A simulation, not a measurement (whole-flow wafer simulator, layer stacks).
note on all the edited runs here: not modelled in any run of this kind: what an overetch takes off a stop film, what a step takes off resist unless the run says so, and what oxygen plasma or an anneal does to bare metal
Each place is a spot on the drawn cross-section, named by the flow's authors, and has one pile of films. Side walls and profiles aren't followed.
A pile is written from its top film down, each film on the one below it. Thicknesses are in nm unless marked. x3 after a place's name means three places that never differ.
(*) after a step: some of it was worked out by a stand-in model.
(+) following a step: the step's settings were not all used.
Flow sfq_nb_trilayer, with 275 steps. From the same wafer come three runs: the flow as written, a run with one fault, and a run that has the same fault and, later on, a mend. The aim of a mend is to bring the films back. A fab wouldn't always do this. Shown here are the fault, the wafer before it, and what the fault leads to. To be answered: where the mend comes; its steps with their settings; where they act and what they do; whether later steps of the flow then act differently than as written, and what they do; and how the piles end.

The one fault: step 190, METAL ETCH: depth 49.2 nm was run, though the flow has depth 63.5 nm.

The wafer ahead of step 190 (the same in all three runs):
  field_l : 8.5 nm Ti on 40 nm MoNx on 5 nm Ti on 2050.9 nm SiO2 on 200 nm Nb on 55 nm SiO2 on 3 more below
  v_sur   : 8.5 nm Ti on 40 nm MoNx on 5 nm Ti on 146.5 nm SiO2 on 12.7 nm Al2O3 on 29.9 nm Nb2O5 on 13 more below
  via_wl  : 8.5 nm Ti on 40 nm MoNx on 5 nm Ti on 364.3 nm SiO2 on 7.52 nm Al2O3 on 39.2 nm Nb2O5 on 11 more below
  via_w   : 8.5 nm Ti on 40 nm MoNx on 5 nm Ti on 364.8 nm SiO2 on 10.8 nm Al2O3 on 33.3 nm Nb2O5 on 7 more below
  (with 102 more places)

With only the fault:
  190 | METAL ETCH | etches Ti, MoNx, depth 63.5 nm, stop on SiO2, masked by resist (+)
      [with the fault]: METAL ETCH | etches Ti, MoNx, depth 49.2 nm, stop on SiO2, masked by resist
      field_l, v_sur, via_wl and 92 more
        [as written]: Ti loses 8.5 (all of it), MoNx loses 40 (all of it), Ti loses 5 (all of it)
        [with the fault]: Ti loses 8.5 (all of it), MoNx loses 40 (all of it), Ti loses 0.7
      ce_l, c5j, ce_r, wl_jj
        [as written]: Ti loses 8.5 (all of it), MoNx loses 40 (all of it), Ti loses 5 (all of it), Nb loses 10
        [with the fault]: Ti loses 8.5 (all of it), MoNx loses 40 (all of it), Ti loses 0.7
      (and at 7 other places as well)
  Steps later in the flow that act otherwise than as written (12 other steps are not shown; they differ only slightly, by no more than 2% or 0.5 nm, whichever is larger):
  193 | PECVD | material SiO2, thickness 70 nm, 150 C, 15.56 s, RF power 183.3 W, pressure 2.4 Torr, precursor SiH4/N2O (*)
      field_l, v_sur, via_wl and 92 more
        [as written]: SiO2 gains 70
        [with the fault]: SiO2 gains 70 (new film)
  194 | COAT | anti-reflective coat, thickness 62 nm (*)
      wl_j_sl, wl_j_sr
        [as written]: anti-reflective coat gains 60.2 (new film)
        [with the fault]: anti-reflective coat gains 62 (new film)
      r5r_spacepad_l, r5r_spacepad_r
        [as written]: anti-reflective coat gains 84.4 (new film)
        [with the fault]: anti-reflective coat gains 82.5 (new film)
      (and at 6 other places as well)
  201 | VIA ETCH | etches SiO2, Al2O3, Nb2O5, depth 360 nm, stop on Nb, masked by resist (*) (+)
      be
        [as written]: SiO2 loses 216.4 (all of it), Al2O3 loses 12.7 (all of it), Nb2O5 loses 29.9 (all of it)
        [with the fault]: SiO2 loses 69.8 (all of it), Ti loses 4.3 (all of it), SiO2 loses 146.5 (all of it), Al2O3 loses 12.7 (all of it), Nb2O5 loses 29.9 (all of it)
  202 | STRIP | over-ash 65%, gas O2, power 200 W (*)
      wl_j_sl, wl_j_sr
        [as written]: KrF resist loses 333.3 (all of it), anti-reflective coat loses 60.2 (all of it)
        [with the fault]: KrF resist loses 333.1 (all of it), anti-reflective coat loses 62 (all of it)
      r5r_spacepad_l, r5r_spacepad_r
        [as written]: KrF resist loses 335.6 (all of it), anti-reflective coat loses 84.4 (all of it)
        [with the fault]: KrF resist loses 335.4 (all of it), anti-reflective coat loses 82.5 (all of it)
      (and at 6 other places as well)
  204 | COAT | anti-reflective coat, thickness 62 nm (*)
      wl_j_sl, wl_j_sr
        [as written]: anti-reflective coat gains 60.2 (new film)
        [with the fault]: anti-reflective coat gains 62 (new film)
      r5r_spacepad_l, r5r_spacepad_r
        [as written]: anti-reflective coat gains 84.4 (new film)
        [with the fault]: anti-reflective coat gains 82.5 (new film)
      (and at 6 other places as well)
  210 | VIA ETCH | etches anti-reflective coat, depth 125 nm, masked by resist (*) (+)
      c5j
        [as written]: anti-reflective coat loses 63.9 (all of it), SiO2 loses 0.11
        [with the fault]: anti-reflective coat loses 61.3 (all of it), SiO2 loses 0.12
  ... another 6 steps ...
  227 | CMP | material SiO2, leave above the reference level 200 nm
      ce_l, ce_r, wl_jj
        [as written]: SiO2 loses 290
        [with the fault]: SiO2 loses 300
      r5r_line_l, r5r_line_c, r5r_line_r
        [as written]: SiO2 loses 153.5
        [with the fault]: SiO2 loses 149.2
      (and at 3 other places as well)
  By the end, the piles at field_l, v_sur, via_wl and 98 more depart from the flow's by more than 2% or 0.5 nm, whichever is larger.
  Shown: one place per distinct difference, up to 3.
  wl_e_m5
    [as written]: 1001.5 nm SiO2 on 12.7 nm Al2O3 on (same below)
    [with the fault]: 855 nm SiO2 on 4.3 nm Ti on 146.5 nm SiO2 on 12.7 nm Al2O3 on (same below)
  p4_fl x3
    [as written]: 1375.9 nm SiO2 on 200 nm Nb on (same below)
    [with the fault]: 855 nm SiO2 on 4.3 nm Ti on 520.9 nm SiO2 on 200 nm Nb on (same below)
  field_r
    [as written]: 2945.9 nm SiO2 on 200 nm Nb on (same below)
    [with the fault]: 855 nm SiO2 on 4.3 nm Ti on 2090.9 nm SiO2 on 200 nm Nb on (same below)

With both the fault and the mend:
  The mend stands after step 190.
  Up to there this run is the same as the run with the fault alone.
  190a | METAL ETCH | etches Ti, MoNx, depth 14.3 nm, stop on SiO2, masked by resist (+) (a further turn of the flow's step 190, with different settings)
      field_l, v_sur, via_wl and 92 more
        Ti loses 4.3 (all of it)
      be_r, r_sur, res, r_end, r5r_line_l, r5r_line_c, r5r_line_r
        KrF resist loses 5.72
      ce_l, c5j, ce_r, wl_jj
        Ti loses 4.3 (all of it), Nb loses 10
  Later steps of the flow that are run all act as written at every place that is followed.
  At every place that both follow, the piles at the end match the flow's.
